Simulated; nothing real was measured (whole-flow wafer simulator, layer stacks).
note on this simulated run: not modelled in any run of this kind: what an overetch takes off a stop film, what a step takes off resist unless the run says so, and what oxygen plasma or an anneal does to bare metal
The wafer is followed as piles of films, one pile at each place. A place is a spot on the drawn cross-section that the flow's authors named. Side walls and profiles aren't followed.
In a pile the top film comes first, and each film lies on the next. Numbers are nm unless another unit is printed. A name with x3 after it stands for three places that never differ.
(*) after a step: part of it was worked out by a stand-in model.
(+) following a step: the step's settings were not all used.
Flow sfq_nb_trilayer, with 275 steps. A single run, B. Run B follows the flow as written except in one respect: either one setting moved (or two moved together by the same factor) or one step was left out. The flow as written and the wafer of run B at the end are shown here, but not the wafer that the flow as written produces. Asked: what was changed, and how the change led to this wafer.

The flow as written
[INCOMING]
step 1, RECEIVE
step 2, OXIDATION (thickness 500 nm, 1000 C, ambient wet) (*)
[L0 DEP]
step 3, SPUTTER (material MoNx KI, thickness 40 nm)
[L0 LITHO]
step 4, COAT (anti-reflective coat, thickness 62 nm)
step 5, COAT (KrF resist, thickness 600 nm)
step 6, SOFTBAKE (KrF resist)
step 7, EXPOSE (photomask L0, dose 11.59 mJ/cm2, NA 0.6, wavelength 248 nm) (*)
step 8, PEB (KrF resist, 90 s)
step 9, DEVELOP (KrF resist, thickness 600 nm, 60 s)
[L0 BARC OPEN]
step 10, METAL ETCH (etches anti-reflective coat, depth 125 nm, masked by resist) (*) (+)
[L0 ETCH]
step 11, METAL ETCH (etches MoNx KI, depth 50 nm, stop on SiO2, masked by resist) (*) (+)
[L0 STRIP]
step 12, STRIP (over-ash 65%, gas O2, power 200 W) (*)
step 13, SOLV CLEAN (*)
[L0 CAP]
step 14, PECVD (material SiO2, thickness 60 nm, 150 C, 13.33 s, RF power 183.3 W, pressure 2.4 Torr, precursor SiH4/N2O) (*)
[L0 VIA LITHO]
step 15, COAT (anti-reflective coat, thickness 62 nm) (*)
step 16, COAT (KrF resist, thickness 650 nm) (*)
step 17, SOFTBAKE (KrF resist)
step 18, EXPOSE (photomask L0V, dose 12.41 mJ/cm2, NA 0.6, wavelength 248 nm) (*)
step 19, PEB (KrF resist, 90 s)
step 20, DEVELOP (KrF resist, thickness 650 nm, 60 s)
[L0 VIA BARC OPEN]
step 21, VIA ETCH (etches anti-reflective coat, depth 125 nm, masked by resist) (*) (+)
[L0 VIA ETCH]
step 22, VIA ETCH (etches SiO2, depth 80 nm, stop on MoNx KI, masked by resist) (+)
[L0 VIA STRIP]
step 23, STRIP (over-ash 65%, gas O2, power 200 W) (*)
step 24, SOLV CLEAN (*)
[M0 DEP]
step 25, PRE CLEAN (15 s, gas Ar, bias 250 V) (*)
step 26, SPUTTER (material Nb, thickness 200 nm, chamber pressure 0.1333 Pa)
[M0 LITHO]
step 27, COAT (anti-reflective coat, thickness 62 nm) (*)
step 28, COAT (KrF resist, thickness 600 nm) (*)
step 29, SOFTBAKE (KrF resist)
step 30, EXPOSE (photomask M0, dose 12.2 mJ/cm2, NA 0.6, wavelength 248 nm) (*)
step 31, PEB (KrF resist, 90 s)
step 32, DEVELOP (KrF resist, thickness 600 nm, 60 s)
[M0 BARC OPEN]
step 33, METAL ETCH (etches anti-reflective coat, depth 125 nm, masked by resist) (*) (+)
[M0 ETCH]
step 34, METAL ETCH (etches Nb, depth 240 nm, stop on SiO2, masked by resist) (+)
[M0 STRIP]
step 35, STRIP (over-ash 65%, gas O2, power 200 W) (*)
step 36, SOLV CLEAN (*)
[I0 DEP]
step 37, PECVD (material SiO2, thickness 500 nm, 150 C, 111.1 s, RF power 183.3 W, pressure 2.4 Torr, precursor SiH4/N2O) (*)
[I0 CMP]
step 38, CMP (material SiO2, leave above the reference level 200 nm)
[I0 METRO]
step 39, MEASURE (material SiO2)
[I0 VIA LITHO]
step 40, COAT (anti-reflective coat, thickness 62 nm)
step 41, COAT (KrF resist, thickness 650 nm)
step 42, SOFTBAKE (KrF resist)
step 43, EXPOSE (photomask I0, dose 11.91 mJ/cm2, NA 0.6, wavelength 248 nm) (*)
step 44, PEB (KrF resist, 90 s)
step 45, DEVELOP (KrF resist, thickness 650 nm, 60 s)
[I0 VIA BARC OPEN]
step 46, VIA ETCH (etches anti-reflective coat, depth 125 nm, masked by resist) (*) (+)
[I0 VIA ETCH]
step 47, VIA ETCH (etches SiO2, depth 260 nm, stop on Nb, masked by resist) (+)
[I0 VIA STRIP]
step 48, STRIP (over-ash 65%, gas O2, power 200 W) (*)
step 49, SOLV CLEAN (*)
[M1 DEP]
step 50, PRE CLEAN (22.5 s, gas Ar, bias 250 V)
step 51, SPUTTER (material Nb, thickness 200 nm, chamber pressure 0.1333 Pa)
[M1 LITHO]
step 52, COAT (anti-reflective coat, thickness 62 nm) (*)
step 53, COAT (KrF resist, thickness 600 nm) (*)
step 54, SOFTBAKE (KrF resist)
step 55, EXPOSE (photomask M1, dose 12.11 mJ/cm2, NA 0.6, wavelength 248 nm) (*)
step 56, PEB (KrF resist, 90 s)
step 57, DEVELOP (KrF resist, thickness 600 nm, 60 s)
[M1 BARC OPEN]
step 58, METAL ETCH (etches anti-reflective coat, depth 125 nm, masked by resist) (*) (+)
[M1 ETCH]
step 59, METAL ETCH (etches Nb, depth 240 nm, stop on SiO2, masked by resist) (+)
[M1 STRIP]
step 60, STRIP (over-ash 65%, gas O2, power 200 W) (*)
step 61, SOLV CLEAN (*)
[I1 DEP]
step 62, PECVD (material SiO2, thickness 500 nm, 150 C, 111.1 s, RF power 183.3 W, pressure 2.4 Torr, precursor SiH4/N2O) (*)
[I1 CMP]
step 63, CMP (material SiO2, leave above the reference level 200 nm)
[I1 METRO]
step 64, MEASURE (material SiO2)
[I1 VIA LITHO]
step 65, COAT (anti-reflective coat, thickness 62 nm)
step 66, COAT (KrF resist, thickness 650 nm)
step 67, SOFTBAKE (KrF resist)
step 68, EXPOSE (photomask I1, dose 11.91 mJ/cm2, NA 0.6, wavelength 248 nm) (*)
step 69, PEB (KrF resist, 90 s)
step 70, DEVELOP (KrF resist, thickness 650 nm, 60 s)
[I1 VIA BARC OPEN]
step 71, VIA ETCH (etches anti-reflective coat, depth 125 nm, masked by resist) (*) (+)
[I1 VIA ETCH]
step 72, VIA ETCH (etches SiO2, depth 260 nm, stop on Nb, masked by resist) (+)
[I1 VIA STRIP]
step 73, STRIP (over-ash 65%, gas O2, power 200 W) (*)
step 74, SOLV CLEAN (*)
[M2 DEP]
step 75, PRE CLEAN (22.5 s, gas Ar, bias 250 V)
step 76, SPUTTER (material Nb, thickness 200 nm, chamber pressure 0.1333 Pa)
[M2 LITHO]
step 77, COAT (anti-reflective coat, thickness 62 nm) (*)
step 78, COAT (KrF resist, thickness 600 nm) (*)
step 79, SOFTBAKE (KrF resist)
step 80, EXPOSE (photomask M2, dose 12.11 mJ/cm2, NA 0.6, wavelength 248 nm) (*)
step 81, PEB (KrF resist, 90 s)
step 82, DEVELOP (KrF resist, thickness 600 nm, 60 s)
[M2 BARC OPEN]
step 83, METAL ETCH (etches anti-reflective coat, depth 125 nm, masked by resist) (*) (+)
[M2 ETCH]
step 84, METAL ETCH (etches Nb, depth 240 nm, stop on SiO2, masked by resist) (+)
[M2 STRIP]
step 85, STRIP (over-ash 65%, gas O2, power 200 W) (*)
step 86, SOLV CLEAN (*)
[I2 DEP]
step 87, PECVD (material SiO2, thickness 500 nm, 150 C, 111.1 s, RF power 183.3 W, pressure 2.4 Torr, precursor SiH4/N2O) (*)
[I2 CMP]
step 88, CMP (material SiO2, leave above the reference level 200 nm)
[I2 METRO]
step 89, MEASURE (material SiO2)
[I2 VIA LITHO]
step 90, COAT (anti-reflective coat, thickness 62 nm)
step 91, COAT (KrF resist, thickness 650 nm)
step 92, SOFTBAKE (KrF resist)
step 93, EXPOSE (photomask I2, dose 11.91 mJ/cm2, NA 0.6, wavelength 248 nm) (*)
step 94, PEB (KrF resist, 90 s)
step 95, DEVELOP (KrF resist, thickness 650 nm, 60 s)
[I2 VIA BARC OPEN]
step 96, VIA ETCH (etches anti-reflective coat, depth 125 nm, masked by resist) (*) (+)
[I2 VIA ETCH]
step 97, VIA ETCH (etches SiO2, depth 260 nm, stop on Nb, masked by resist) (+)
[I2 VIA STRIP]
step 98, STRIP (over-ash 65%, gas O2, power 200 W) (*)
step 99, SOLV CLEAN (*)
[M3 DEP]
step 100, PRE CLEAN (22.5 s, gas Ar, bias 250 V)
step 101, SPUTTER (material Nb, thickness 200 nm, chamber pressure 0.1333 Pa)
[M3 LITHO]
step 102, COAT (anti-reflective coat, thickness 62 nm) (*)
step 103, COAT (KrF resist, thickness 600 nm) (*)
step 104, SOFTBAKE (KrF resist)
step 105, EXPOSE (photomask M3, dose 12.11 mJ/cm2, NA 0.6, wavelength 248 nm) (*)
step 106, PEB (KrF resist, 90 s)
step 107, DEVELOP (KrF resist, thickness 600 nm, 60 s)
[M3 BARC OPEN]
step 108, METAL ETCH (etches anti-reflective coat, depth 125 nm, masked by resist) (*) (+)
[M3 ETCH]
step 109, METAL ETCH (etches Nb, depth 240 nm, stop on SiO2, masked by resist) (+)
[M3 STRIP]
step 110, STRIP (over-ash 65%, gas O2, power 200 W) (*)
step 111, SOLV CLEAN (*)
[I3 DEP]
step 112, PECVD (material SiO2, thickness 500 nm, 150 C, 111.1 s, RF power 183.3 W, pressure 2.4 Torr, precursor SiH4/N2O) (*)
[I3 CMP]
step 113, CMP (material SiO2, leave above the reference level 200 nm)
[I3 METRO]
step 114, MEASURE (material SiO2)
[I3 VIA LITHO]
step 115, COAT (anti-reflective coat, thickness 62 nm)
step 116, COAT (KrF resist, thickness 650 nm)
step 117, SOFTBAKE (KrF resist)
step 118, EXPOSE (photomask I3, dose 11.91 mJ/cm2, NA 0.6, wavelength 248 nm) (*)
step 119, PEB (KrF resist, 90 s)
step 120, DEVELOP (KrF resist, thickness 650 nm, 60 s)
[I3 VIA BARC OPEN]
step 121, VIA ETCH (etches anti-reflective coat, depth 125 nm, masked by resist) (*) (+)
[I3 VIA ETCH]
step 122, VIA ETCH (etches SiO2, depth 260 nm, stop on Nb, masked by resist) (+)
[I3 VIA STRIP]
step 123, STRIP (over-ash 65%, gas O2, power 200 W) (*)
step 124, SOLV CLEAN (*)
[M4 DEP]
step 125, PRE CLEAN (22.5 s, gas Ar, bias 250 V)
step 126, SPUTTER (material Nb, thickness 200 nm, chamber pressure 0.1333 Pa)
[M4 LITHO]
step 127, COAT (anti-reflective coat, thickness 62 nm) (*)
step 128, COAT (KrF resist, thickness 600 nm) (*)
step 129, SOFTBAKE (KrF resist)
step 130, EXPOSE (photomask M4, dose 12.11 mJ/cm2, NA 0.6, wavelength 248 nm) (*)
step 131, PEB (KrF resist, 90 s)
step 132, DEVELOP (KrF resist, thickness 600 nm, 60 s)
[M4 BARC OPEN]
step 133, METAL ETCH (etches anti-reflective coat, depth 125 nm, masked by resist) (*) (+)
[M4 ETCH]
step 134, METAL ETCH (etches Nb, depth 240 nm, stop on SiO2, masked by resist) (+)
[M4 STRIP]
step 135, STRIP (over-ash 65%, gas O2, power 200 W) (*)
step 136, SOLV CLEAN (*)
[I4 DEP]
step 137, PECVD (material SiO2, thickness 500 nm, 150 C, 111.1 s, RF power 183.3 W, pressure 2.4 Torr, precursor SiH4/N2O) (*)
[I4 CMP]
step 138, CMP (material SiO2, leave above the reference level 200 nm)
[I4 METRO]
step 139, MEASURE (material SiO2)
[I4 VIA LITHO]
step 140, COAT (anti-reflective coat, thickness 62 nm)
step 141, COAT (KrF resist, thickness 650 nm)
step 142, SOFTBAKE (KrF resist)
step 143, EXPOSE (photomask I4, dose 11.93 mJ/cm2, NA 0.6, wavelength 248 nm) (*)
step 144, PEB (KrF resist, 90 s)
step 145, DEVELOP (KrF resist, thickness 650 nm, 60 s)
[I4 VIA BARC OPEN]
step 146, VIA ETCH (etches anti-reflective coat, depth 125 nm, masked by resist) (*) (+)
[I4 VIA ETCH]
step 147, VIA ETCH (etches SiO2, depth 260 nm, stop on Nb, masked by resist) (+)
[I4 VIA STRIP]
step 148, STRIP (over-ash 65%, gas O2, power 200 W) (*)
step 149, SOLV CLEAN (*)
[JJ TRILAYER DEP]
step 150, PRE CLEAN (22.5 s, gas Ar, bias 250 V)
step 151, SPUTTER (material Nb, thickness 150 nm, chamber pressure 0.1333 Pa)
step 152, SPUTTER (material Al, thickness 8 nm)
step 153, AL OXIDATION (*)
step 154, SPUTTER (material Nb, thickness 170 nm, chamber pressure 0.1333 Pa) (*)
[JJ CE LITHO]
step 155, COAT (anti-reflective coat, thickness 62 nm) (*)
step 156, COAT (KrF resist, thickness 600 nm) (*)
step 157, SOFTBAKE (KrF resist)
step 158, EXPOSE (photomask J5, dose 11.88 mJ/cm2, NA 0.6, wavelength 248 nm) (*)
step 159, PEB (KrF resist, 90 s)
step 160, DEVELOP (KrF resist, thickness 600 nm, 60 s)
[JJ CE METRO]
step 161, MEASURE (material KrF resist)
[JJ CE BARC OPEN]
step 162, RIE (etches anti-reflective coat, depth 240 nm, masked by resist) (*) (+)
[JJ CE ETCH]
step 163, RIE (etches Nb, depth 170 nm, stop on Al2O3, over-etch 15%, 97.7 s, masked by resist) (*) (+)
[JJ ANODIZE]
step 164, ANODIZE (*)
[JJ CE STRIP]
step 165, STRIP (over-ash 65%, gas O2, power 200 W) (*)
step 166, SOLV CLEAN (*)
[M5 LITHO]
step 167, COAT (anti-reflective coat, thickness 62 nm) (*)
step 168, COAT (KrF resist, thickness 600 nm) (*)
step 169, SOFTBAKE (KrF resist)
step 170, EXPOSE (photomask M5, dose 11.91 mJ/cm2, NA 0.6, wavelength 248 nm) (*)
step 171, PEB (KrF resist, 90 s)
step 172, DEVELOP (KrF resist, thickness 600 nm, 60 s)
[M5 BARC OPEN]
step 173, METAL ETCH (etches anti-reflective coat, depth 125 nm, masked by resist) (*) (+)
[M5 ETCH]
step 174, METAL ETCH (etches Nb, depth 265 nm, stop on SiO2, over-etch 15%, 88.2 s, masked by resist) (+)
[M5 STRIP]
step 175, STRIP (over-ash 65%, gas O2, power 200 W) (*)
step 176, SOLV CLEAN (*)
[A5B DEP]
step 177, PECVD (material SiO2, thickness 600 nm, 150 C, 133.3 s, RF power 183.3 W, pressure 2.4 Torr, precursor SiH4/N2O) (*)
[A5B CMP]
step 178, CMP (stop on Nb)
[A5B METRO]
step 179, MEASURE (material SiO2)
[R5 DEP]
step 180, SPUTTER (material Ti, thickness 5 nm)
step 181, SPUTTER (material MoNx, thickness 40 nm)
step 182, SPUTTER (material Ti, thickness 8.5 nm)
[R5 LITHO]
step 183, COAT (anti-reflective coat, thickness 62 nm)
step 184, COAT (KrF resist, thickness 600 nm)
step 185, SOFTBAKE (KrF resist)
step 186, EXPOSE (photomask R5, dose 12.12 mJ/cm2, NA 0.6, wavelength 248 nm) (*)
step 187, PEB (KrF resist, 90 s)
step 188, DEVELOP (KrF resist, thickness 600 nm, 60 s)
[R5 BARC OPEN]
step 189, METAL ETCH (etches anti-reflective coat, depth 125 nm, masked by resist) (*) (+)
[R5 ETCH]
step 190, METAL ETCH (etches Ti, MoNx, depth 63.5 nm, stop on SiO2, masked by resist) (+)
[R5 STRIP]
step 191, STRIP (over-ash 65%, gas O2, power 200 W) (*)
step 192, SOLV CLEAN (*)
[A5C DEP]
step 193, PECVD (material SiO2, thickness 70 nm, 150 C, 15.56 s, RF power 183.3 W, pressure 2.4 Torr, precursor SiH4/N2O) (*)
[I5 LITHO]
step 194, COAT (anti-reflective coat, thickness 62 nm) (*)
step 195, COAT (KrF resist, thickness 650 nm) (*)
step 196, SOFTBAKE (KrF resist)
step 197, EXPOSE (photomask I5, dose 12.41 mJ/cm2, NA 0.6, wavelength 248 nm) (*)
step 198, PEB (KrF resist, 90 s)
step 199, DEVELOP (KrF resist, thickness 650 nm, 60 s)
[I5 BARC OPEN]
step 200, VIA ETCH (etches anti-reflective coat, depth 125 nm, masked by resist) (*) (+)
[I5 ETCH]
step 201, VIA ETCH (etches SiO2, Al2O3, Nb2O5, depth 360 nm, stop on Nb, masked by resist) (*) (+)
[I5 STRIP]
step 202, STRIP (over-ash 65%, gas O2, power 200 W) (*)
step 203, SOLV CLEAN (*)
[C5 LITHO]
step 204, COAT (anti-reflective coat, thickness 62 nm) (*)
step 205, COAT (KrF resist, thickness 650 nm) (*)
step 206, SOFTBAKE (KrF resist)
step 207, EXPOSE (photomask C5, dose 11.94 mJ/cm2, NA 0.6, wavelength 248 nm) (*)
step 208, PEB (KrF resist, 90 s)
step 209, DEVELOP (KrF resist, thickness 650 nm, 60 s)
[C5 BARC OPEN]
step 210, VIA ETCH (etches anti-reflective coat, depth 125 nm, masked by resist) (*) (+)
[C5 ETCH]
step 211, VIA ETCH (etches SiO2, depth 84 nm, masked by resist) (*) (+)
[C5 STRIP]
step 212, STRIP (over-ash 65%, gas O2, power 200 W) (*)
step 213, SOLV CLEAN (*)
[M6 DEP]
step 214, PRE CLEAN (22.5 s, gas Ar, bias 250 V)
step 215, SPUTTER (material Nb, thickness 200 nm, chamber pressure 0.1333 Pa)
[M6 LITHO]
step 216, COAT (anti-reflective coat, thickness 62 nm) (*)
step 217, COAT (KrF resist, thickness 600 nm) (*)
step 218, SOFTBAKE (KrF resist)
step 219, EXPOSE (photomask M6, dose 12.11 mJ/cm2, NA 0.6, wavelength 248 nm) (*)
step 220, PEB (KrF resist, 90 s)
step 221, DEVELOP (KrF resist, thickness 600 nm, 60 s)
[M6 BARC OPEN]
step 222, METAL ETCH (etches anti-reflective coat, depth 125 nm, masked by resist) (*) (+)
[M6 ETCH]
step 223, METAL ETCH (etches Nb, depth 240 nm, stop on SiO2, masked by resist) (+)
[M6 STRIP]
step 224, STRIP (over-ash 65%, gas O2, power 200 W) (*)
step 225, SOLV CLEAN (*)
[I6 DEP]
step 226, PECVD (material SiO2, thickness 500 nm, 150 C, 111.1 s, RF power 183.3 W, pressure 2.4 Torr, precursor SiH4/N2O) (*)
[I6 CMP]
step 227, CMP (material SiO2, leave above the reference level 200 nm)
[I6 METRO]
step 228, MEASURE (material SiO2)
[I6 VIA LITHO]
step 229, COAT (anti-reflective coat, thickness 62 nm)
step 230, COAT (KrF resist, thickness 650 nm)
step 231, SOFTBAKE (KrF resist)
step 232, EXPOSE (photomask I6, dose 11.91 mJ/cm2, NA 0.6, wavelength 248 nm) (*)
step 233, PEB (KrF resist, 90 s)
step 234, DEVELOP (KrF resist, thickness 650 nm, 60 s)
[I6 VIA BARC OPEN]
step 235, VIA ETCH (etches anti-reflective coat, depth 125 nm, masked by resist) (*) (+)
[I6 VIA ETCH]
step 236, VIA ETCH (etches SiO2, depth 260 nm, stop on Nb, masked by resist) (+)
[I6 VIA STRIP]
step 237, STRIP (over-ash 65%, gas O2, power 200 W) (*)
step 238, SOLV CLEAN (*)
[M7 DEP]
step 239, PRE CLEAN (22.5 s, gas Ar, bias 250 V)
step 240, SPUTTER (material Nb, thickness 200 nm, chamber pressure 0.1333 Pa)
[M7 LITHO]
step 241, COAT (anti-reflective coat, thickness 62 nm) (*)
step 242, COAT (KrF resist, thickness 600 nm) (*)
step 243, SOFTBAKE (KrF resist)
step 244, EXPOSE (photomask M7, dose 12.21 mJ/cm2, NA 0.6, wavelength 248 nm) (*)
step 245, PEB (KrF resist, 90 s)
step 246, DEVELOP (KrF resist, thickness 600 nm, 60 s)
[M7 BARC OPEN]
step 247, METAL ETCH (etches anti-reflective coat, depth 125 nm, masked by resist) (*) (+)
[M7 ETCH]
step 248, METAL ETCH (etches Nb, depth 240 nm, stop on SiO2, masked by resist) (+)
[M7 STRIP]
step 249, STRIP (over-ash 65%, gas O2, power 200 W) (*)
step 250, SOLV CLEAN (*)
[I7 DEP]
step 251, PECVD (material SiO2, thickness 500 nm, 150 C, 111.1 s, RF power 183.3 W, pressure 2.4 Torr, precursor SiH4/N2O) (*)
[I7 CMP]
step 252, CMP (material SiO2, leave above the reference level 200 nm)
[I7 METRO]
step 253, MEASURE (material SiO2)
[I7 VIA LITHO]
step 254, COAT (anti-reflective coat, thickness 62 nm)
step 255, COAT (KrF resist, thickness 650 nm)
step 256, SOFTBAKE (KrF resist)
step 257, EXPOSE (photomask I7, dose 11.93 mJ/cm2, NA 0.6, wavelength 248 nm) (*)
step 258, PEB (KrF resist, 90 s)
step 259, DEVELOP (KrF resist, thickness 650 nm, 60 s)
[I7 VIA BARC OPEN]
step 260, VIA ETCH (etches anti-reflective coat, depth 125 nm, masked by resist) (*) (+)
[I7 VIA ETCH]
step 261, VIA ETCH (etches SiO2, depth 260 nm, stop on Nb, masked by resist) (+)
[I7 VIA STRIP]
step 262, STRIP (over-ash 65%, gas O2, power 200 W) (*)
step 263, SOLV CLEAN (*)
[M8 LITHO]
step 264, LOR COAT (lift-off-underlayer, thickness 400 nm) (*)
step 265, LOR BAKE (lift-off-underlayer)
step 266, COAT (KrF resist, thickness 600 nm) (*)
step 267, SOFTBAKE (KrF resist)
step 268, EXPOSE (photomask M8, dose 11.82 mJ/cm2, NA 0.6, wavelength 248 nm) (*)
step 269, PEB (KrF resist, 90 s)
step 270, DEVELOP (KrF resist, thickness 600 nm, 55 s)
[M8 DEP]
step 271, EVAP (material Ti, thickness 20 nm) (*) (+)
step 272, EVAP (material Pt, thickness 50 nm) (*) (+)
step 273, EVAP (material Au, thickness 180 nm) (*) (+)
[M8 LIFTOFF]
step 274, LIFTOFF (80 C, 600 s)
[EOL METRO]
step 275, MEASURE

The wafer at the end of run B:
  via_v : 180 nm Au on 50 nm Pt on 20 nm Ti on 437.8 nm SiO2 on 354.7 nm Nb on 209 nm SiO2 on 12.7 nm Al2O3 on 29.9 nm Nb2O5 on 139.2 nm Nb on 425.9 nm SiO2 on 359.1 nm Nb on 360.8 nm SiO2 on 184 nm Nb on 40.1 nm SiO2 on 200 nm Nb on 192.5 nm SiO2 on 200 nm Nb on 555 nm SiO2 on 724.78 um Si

The reason: step 72, VIA ETCH: depth 152.2 nm was run, whereas the flow has depth 260 nm.

How this came from the change, step by step:
  step 72, VIA ETCH (etches SiO2, depth 260 nm, stop on Nb, masked by resist) (+)
      via_v: SiO2 loses 152.2 (as written it would have been: SiO2 loses 199.8 (all of it))
      field_l, v_sur, via_wl and 102 more: KrF resist loses 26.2 (as written it would have been: KrF resist loses 44.8)
  step 73, STRIP (over-ash 65%, gas O2, power 200 W) (*)
      field_l, v_sur, via_wl and 102 more: KrF resist loses 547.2 (all of it), anti-reflective coat loses 62 (all of it) (as written it would have been: KrF resist loses 528.6 (all of it), anti-reflective coat loses 62 (all of it))
  step 75, PRE CLEAN (22.5 s, gas Ar, bias 250 V)
      via_v: SiO2 loses 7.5 (as written it would have been: Nb loses 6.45)
  step 76, SPUTTER (material Nb, thickness 200 nm, chamber pressure 0.1333 Pa)
      via_v: Nb gains 184 (new film) (as written it would have been: Nb gains 174.5)
  step 77, COAT (anti-reflective coat, thickness 62 nm) (*)
      via_v: anti-reflective coat gains 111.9 (new film) (as written it would have been: anti-reflective coat gains 123.1 (new film))
  step 78, COAT (KrF resist, thickness 600 nm) (*)
      via_v: KrF resist gains 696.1 (new film) (as written it would have been: KrF resist gains 733.7 (new film))
  step 85, STRIP (over-ash 65%, gas O2, power 200 W) (*)
      via_v: KrF resist loses 478.3 (all of it), anti-reflective coat loses 111.9 (all of it) (as written it would have been: KrF resist loses 515.8 (all of it), anti-reflective coat loses 123.1 (all of it))
  step 87, PECVD (material SiO2, thickness 500 nm, 150 C, 111.1 s, RF power 183.3 W, pressure 2.4 Torr, precursor SiH4/N2O) (*)
      via_v: SiO2 gains 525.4 (new film) (as written it would have been: SiO2 gains 606 (new film))
  step 88, CMP (material SiO2, leave above the reference level 200 nm)
      via_v: SiO2 loses 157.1 (as written it would have been: SiO2 loses 181.6)
With metal films that touch counted as one body, via_v has 7 bodies (between them, from the top down: SiO2 437.8; SiO2 209 / Al2O3 12.7 / Nb2O5 29.9; SiO2 425.9; SiO2 360.8; SiO2 40.1; SiO2 192.5); the flow as written gives 6 bodies (between them, from the top down: SiO2 437.8; SiO2 209 / Al2O3 12.7 / Nb2O5 29.9; SiO2 425.9; SiO2 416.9; SiO2 192.5).
